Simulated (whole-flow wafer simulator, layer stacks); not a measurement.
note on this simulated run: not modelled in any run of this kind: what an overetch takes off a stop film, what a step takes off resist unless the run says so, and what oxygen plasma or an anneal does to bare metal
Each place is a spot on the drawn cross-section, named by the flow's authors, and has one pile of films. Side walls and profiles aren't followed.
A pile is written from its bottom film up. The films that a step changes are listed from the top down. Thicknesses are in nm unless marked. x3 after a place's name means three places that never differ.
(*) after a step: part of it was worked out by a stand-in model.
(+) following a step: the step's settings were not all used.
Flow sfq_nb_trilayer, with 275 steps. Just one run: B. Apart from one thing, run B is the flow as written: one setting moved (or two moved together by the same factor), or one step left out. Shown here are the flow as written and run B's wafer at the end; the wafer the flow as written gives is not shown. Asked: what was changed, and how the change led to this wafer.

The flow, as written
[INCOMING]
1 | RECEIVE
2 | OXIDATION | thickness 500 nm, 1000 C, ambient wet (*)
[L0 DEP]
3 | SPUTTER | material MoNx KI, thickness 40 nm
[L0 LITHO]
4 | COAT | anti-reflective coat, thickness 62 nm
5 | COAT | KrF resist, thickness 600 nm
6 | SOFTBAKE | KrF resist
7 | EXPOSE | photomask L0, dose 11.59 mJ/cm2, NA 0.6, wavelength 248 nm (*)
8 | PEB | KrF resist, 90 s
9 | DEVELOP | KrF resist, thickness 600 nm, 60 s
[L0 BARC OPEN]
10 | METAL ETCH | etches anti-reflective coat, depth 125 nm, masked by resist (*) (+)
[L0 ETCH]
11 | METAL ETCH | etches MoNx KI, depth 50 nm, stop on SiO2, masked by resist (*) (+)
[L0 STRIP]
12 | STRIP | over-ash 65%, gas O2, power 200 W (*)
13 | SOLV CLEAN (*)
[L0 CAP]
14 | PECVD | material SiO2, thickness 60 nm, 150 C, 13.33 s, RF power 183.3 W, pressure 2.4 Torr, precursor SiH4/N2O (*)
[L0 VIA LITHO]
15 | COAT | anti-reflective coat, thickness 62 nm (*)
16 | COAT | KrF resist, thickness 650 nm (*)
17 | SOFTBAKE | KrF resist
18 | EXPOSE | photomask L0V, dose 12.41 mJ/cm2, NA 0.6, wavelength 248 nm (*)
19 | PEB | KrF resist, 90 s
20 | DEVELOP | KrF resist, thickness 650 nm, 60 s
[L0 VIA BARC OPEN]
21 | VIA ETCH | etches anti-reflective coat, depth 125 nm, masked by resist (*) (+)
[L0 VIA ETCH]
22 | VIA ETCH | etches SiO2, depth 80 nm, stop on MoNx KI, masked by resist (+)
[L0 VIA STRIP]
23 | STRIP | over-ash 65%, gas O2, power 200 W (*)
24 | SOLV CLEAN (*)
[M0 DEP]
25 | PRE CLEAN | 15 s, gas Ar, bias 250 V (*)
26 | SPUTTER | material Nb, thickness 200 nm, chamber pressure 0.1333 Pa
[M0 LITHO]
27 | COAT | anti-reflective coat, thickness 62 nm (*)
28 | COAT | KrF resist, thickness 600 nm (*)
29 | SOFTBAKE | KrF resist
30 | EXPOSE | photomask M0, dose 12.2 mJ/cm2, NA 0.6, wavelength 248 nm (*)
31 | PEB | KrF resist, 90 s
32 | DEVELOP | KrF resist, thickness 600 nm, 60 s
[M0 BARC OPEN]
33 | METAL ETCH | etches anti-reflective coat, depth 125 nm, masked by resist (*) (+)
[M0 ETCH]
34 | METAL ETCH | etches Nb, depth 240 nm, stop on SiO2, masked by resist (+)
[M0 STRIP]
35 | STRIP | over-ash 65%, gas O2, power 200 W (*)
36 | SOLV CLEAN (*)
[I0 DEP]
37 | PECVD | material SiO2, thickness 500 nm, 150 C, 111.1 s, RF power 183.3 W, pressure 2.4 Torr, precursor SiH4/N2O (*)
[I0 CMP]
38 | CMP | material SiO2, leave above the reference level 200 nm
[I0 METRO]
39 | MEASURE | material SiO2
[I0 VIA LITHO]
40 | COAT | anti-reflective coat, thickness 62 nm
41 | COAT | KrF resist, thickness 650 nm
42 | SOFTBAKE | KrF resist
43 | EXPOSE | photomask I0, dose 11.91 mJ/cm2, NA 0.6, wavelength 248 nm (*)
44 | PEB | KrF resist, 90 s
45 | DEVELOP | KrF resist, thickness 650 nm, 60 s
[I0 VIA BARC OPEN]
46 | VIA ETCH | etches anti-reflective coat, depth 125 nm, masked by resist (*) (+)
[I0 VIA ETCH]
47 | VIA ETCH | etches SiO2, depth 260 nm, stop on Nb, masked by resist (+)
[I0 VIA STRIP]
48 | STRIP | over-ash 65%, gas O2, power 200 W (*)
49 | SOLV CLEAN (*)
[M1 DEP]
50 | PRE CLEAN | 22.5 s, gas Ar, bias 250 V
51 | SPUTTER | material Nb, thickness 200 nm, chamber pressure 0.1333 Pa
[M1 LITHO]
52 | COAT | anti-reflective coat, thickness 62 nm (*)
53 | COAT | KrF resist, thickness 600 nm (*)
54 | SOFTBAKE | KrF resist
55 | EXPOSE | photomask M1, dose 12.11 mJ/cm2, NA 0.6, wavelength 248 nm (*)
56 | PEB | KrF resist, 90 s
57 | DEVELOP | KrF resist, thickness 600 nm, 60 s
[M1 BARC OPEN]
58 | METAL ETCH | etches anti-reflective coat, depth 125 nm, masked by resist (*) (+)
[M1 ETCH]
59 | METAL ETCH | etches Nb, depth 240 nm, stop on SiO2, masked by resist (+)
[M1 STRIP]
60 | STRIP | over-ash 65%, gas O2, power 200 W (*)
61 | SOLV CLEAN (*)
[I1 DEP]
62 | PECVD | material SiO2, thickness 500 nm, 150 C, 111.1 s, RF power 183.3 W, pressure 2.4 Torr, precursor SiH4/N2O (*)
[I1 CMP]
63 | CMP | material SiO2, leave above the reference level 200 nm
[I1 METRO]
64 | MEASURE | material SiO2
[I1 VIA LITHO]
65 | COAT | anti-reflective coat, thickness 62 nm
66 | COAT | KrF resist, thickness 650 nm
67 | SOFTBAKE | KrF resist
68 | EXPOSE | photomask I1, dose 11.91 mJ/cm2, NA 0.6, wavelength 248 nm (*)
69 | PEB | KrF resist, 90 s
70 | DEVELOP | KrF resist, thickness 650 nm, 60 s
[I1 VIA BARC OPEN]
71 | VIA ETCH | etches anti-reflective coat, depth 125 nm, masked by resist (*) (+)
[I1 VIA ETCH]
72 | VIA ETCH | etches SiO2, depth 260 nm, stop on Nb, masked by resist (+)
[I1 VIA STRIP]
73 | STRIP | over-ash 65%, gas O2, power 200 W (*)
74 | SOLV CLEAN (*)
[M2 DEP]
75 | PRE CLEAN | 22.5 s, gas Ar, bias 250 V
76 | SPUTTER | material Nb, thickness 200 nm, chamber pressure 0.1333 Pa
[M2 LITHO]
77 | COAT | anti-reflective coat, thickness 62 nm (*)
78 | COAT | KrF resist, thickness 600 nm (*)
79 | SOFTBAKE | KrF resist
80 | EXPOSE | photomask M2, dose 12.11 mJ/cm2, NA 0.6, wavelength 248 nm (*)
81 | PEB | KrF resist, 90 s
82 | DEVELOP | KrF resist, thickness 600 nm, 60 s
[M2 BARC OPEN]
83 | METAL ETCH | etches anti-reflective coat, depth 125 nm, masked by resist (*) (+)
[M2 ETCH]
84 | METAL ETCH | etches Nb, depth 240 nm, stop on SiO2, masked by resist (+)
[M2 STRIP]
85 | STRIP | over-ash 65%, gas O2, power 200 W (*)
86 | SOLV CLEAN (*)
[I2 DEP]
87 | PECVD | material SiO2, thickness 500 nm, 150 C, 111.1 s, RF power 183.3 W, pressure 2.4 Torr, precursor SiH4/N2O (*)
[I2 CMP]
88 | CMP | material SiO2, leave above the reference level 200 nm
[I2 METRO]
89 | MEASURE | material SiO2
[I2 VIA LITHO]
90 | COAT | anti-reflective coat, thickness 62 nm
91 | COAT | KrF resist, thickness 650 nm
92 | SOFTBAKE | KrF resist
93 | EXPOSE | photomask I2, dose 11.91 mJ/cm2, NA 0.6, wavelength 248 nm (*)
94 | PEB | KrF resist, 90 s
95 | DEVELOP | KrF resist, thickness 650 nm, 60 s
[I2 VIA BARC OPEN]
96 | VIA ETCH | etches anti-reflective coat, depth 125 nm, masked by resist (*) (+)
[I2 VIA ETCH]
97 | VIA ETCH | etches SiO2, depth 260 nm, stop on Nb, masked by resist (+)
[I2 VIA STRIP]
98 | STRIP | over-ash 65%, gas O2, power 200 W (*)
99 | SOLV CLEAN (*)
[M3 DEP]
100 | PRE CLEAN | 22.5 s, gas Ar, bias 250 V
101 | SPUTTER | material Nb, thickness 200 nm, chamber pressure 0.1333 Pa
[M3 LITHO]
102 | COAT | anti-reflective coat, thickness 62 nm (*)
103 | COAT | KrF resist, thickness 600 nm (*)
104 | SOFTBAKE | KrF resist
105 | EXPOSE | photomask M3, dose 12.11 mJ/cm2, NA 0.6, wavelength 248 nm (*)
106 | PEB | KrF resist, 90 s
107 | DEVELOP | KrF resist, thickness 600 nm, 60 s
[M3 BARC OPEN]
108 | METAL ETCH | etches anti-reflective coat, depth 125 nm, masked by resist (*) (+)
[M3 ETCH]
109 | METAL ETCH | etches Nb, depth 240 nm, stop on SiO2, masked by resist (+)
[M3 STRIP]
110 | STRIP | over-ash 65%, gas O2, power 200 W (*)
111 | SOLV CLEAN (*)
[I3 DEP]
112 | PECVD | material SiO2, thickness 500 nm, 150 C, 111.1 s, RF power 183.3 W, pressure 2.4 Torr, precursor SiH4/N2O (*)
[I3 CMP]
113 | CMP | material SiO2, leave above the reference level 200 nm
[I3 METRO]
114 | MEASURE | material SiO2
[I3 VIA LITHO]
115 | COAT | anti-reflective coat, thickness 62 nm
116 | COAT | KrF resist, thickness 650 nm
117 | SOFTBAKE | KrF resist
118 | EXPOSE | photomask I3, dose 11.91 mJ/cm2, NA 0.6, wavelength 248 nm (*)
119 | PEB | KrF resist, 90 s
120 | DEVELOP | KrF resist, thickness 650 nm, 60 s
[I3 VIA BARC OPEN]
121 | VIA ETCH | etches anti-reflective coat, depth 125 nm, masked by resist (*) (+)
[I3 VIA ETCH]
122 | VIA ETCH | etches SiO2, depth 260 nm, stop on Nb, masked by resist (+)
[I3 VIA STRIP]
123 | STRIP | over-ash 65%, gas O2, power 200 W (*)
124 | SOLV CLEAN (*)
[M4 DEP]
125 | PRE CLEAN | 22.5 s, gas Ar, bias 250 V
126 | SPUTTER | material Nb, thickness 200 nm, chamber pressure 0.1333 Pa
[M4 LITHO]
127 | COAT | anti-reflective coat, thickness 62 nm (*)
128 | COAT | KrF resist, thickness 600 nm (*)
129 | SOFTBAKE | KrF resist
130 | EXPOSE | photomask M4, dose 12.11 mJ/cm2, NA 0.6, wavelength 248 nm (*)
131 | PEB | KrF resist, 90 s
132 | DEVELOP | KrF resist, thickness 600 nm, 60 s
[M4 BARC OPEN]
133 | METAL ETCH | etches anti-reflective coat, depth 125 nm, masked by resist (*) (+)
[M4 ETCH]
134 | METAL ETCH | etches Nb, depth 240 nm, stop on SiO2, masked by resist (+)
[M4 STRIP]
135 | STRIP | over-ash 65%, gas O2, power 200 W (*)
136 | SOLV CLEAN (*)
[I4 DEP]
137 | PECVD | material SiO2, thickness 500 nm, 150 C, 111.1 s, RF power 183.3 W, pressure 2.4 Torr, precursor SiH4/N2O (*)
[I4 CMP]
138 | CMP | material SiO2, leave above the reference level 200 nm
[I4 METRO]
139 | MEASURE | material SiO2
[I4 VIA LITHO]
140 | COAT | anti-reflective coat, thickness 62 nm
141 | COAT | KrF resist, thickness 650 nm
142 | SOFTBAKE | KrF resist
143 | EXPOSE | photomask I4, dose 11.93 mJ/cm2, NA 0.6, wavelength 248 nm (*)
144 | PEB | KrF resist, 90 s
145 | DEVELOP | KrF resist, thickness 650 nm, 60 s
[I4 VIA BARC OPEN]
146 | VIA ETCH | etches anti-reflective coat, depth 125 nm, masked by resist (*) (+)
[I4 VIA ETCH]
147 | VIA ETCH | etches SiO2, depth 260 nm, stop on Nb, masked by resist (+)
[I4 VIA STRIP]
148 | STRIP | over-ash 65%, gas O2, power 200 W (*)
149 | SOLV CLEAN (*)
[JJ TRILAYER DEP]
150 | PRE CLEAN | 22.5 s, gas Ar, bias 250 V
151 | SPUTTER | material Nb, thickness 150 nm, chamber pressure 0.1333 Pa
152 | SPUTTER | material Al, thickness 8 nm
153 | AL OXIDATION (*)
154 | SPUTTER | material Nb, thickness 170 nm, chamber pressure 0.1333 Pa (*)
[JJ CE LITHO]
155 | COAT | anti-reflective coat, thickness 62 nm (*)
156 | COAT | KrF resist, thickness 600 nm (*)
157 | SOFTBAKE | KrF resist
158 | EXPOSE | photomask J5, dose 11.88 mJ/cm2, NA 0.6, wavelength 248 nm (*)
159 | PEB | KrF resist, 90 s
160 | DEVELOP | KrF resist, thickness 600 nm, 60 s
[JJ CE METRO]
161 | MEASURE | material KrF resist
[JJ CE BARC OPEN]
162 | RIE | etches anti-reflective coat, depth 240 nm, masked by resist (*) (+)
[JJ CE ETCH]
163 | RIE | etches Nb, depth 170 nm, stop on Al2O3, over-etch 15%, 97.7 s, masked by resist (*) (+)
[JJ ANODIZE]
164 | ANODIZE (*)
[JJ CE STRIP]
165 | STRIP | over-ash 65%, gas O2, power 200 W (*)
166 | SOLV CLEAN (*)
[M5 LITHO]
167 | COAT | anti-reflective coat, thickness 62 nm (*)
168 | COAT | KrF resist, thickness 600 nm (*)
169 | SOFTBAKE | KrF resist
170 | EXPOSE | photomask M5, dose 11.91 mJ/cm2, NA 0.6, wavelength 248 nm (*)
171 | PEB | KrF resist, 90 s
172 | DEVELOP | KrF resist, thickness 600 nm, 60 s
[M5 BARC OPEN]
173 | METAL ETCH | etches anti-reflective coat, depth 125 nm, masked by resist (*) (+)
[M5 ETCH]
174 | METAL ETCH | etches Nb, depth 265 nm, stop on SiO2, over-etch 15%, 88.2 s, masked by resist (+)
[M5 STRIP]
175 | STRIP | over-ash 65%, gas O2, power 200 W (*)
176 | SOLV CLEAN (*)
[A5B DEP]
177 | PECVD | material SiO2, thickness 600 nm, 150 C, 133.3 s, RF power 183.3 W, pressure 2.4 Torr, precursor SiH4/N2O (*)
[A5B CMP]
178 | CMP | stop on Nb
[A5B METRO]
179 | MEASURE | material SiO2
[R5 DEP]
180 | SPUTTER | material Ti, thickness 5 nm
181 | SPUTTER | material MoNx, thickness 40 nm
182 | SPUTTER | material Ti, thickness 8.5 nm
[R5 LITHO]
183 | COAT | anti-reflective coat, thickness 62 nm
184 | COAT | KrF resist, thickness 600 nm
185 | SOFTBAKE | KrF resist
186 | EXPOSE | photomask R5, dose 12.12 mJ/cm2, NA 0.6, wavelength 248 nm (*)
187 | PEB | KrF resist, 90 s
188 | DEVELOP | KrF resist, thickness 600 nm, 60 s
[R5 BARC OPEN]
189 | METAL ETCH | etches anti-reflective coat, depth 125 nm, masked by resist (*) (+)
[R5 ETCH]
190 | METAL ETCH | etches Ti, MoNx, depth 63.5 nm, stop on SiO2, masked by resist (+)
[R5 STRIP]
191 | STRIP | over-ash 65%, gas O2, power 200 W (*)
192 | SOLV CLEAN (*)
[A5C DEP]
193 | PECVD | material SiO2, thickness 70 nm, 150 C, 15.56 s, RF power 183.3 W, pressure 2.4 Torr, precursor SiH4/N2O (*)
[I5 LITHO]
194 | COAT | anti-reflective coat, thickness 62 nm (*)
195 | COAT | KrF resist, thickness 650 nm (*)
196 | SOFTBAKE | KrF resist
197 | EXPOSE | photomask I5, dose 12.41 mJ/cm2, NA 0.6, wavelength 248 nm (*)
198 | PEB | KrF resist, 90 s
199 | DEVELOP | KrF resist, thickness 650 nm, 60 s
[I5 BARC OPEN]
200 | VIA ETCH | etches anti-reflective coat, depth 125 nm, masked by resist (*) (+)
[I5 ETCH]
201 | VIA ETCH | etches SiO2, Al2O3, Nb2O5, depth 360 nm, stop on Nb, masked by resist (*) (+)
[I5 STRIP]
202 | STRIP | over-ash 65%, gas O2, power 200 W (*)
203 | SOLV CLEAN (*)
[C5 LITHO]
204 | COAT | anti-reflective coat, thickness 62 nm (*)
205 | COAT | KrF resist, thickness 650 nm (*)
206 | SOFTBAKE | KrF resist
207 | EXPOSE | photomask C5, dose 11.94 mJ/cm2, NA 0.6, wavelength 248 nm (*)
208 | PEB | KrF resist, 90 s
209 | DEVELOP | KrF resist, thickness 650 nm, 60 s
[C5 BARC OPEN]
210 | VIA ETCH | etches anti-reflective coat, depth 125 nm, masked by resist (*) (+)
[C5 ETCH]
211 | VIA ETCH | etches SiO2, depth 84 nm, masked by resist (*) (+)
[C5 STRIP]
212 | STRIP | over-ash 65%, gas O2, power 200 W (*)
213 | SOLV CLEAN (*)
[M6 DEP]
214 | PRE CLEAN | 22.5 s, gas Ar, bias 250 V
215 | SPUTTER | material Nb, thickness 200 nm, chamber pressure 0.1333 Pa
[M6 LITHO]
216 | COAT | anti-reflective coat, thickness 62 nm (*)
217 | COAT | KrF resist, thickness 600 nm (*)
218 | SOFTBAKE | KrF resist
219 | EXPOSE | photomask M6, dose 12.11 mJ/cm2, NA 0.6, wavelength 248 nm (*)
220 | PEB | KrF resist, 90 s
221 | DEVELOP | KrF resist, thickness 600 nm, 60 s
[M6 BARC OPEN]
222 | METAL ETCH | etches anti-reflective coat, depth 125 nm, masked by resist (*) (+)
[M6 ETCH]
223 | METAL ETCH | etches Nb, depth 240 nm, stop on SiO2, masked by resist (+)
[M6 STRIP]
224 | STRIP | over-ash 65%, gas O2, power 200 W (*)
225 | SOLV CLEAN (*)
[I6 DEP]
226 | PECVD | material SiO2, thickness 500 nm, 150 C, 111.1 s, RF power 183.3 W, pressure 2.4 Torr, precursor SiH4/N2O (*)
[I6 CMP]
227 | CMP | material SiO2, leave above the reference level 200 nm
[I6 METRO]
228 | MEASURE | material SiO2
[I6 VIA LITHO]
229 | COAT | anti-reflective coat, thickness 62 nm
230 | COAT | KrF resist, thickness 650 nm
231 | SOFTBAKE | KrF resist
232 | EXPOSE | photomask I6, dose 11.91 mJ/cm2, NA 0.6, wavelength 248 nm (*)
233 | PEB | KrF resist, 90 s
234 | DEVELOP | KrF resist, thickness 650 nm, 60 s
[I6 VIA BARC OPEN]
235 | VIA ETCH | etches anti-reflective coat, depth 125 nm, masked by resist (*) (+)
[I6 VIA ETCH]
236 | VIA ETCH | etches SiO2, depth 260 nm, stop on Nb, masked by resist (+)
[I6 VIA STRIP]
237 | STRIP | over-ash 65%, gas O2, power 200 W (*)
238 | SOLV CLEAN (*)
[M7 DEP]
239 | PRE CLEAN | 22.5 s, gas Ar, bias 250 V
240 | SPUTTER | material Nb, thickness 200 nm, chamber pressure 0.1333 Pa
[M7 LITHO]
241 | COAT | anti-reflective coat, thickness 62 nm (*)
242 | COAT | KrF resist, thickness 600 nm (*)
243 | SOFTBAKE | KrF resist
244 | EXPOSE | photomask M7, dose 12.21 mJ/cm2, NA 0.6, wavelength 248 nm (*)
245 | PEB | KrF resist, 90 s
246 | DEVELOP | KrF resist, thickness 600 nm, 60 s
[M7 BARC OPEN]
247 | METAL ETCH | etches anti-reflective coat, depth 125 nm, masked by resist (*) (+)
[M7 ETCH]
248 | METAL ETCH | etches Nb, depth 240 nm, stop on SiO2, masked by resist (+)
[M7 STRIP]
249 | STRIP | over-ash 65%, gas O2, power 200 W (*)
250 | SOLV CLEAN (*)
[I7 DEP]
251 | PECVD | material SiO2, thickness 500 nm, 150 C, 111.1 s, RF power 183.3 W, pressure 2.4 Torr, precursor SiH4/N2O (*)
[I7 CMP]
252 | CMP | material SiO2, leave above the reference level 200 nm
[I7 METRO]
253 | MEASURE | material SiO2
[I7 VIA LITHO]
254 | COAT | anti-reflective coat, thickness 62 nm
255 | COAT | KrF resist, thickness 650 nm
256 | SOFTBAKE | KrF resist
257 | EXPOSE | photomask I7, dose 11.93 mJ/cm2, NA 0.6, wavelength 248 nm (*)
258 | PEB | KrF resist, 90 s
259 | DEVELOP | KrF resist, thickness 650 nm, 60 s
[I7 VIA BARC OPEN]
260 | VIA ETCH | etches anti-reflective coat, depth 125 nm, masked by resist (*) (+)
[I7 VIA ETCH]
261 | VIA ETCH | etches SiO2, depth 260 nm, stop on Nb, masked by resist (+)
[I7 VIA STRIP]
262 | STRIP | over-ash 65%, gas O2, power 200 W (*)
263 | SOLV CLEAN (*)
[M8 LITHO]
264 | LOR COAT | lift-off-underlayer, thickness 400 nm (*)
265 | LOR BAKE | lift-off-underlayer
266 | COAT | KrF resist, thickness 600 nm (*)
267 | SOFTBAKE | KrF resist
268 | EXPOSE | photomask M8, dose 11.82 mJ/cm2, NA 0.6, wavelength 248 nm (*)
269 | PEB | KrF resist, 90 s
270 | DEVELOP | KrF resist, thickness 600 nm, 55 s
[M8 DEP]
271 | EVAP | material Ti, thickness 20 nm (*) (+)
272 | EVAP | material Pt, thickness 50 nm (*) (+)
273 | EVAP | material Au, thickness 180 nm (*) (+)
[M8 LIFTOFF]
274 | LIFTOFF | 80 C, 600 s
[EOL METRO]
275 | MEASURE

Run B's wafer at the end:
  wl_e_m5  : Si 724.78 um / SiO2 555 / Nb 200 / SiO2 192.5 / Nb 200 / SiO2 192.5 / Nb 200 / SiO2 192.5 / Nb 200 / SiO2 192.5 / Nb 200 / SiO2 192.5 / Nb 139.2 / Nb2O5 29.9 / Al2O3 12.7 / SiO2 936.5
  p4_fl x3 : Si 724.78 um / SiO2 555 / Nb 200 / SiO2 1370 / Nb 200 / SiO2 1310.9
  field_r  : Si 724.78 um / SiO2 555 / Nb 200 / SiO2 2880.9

What caused this: step 227, CMP: leave above the reference level 135 nm was run, while the flow as written has leave above the reference level 200 nm.

How this came from the change, step by step:
  227 | CMP | material SiO2, leave above the reference level 200 nm
      field_l, p4_fl x3, p4_w1 x9 and 49 more: -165 SiO2 (in the flow as written it would be: -100 SiO2)
      v_sur, via_wl, via_w and 15 more: -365 SiO2 (in the flow as written it would be: -300 SiO2)
      (also at 26 further places)
  236 | VIA ETCH | etches SiO2, depth 260 nm, stop on Nb, masked by resist (+)
      field_l, v_sur, via_wl and 102 more: -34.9 KrF resist (in the flow as written it would be: -44.8 KrF resist)
      via_v: -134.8 SiO2 (all of it) (in the flow as written it would be: -199.8 SiO2 (all of it))
  240 | SPUTTER | material Nb, thickness 200 nm, chamber pressure 0.1333 Pa
      via_v: +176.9 Nb (in the flow as written it would be: +161.1 Nb)
  241 | COAT | anti-reflective coat, thickness 62 nm (*)
      via_sp: +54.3 anti-reflective coat (new film) (in the flow as written it would be: +53.1 anti-reflective coat (new film))
      via_v: +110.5 anti-reflective coat (new film) (in the flow as written it would be: +126 anti-reflective coat (new film))
      (also at 1 further place)
  242 | COAT | KrF resist, thickness 600 nm (*)
      via_v: +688 KrF resist (new film) (in the flow as written it would be: +742.5 KrF resist (new film))
  249 | STRIP | over-ash 65%, gas O2, power 200 W (*)
      via_sp: -378.2 KrF resist (all of it), -54.3 anti-reflective coat (all of it) (in the flow as written it would be: -373.6 KrF resist (all of it), -53.1 anti-reflective coat (all of it))
      via_v: -470.1 KrF resist (all of it), -110.5 anti-reflective coat (all of it) (in the flow as written it would be: -524.5 KrF resist (all of it), -126 anti-reflective coat (all of it))
      (also at 1 further place)
  251 | PECVD | material SiO2, thickness 500 nm, 150 C, 111.1 s, RF power 183.3 W, pressure 2.4 Torr, precursor SiH4/N2O (*)
      via_v: +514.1 SiO2 (new film) (in the flow as written it would be: +621 SiO2 (new film))
  252 | CMP | material SiO2, leave above the reference level 200 nm
      via_v: -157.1 SiO2 (in the flow as written it would be: -183.1 SiO2)
